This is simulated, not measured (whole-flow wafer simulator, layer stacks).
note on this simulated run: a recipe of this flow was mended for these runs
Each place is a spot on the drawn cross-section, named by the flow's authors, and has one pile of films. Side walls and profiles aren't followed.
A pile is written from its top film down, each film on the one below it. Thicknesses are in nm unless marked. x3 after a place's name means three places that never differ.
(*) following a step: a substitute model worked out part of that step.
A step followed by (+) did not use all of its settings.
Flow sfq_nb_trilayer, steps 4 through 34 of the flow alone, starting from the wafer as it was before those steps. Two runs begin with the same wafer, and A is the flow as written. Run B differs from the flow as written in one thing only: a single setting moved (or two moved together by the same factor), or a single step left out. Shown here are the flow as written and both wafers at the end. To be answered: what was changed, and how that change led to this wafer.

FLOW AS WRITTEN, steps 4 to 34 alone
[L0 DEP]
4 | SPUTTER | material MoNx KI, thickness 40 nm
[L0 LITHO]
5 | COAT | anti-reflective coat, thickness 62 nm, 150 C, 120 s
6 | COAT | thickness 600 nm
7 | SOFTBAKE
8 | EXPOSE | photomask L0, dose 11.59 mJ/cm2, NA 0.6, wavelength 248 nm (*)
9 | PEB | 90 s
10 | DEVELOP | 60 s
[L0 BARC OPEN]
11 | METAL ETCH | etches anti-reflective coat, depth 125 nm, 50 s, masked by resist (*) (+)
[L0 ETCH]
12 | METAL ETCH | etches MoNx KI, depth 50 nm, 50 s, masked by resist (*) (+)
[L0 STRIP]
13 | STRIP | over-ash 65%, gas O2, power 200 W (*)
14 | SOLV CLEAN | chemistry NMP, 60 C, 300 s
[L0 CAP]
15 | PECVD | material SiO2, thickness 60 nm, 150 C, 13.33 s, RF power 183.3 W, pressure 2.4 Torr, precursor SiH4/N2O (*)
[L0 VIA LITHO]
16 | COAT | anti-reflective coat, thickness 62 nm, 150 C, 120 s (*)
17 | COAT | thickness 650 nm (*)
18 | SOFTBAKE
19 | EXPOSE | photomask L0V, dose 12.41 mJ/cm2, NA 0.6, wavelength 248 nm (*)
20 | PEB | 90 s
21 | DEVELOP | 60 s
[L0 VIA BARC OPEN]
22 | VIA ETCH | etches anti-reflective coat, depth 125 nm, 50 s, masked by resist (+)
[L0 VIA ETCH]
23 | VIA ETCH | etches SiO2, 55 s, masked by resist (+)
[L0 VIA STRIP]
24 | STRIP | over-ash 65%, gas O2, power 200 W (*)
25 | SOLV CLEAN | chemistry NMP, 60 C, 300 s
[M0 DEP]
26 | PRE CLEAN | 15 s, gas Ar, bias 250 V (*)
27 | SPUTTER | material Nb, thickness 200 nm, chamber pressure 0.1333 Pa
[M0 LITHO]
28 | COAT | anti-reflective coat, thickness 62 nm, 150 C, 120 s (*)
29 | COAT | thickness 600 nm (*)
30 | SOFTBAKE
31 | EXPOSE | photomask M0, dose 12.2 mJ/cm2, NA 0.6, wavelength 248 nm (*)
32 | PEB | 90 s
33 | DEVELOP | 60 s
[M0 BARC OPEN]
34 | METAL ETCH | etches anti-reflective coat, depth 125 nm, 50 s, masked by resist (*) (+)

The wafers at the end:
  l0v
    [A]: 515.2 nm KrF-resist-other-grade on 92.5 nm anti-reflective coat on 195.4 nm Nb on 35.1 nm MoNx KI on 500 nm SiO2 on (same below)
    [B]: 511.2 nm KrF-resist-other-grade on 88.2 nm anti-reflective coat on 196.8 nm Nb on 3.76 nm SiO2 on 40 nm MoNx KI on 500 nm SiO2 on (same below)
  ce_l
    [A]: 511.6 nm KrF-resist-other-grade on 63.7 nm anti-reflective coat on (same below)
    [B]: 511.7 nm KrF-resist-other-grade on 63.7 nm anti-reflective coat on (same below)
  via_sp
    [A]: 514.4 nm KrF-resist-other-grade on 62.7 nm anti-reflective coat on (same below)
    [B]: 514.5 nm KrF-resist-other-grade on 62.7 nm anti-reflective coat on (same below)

What caused this: step 23, VIA ETCH: 35 s was run, though the flow has 55 s.

How this came from the change, step by step:
  23 | VIA ETCH | etches SiO2, 55 s, masked by resist (+)
      l0v: A SiO2 loses 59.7 (all of it), MoNx KI loses 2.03 | B SiO2 loses 50.9
      field_l, v_sur, via_wl and 102 more: A KrF-resist-other-grade loses 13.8 | B KrF-resist-other-grade loses 8.78
  26 | PRE CLEAN | 15 s, gas Ar, bias 250 V (*)
      l0v: A MoNx KI loses 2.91 | B SiO2 loses 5
  28 | COAT | anti-reflective coat, thickness 62 nm, 150 C, 120 s (*)
      l0_sur: A anti-reflective coat gains 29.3 (new film) | B anti-reflective coat gains 32.2 (new film)
      l0v: A anti-reflective coat gains 92.5 (new film) | B anti-reflective coat gains 88.2 (new film)
If metal films that touch count as one body, l0v has 2 bodies (between them, from the top down: SiO2 3.76); the flow as written gives 1 body.
